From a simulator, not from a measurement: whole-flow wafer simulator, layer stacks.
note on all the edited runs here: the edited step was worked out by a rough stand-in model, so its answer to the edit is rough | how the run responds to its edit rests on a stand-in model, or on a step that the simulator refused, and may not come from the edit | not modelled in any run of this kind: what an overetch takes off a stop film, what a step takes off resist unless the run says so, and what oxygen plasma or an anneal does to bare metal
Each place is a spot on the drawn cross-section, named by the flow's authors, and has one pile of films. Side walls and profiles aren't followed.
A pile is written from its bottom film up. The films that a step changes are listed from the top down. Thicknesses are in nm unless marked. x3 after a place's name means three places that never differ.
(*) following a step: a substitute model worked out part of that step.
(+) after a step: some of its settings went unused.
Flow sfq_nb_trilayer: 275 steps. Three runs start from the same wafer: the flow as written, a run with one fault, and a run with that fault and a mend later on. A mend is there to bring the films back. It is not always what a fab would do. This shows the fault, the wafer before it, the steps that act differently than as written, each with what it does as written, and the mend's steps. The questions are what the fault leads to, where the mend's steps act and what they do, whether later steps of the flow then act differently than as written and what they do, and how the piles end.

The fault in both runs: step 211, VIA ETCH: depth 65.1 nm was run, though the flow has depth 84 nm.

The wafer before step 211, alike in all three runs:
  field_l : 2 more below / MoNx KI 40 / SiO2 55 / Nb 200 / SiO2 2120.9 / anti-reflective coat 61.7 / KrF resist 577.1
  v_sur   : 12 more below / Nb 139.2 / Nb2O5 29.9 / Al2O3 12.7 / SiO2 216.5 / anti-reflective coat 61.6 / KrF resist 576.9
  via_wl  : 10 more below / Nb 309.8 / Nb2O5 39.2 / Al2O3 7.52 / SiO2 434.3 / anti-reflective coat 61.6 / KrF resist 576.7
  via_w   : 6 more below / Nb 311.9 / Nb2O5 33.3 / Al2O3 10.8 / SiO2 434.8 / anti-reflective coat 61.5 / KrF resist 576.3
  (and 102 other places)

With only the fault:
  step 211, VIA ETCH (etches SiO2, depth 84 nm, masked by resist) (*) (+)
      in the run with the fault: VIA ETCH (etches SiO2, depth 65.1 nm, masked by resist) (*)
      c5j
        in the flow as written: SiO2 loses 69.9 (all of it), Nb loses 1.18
        in the run with the fault: SiO2 loses 65.1
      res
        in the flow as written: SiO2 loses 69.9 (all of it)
        in the run with the fault: SiO2 loses 65.1
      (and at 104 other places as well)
  Later steps of the flow acting differently than as written (not shown: 8 more steps that differ only slightly, by at most 2% or 0.5 nm, whichever is larger):
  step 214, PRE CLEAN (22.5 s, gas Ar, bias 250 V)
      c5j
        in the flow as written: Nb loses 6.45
        in the run with the fault: SiO2 loses 4.79 (all of it), Nb loses 2.64
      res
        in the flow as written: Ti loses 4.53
        in the run with the fault: SiO2 loses 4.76 (all of it), Ti loses 2.24
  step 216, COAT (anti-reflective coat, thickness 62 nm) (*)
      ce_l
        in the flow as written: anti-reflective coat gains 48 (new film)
        in the run with the fault: anti-reflective coat gains 49.3 (new film)
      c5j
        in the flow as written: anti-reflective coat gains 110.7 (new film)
        in the run with the fault: anti-reflective coat gains 107.1 (new film)
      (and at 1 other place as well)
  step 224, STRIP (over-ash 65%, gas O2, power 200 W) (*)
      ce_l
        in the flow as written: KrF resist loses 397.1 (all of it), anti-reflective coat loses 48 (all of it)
        in the run with the fault: KrF resist loses 396.3 (all of it), anti-reflective coat loses 49.3 (all of it)
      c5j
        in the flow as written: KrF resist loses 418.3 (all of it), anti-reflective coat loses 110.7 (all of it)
        in the run with the fault: KrF resist loses 415.7 (all of it), anti-reflective coat loses 107.1 (all of it)
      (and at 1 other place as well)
  The piles end different from the flow's at c5j, res by more than 2% or 0.5 nm, whichever is larger.
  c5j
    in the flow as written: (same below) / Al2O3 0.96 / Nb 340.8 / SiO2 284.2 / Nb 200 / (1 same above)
    in the run with the fault: (same below) / Al2O3 0.96 / Nb 347.6 / SiO2 277.4 / Nb 200 / (1 same above)
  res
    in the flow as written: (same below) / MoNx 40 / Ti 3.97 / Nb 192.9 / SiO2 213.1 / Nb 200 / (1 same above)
    in the run with the fault: (same below) / MoNx 40 / Ti 6.26 / Nb 193.4 / SiO2 210.4 / Nb 200 / (1 same above)

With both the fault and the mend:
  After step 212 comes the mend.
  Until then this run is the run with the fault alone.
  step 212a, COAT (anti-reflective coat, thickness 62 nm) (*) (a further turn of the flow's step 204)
      lsp_l, ln_m5, p4_fl x3 and 61 more
        anti-reflective coat gains 62 (new film)
      field_r, lsp_m, ln_m6 and 7 more
        anti-reflective coat gains 61.9 (new film)
      v_sur, via_wl
        anti-reflective coat gains 61.5 (new film)
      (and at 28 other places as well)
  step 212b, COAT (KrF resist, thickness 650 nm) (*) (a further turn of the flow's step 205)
      l0_sur, p4_fl x3, p4_w1 x9 and 35 more
        KrF resist gains 650 (new film)
      l0v, wl_b_m5, wl_b_sr and 13 more
        KrF resist gains 649.9 (new film)
      ln_m6, wl_j_sl, wl_j_sr
        KrF resist gains 650.2 (new film)
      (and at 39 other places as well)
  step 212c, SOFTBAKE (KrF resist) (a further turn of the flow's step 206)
      does not change any film at any place that is followed
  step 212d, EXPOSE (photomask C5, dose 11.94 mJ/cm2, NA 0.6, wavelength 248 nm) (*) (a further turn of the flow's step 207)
      does not change any film at any place that is followed
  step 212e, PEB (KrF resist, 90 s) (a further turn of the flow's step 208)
      field_l, sp_r, res and 81 more
        KrF resist loses 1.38
      v_sur, via_wl, via_w, via_wr, via_sp, be_sur, jj_sur
        KrF resist loses 1.37
      r5r_line_l, r5r_line_c, r5r_line_r
        KrF resist loses 1.34
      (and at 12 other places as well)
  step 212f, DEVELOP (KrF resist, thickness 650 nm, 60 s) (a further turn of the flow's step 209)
      field_l, v_sur, via_wl and 101 more
        KrF resist loses 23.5
      c5j
        KrF resist loses 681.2 (all of it)
      res
        KrF resist loses 650.3 (all of it)
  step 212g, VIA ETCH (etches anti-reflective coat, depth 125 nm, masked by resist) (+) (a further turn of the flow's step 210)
      field_l, v_sur, via_wl and 101 more
        KrF resist loses 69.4
      c5j
        anti-reflective coat loses 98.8 (all of it), SiO2 loses 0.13
      res
        anti-reflective coat loses 87.4 (all of it), SiO2 loses 0.19
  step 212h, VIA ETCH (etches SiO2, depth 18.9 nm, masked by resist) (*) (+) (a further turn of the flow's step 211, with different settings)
      field_l, v_sur, via_wl and 101 more
        KrF resist loses 1.18
      c5j
        SiO2 loses 4.66 (all of it), Nb loses 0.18
      res
        SiO2 loses 4.57 (all of it)
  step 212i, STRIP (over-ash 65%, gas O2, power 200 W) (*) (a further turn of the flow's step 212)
      p4_fl x3, p4_w1 x9, p4_g1 x2 and 33 more
        KrF resist loses 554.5 (all of it), anti-reflective coat loses 62 (all of it)
      wl_b_sr, wl_c_sl, wl_c_m6 and 10 more
        KrF resist loses 554.4 (all of it), anti-reflective coat loses 62 (all of it)
      wl_b_sl, wl_b_m5, wl_g_sl, wl_g_m5
        KrF resist loses 554.3 (all of it), anti-reflective coat loses 62 (all of it)
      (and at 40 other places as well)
  Every later step of the flow that is run acts as written, at every place that is followed, to within 2% or 0.5 nm, whichever is larger.
  At the end the piles are close to the flow's at the places that both follow, differing by at most 2% or 0.5 nm, whichever is larger.
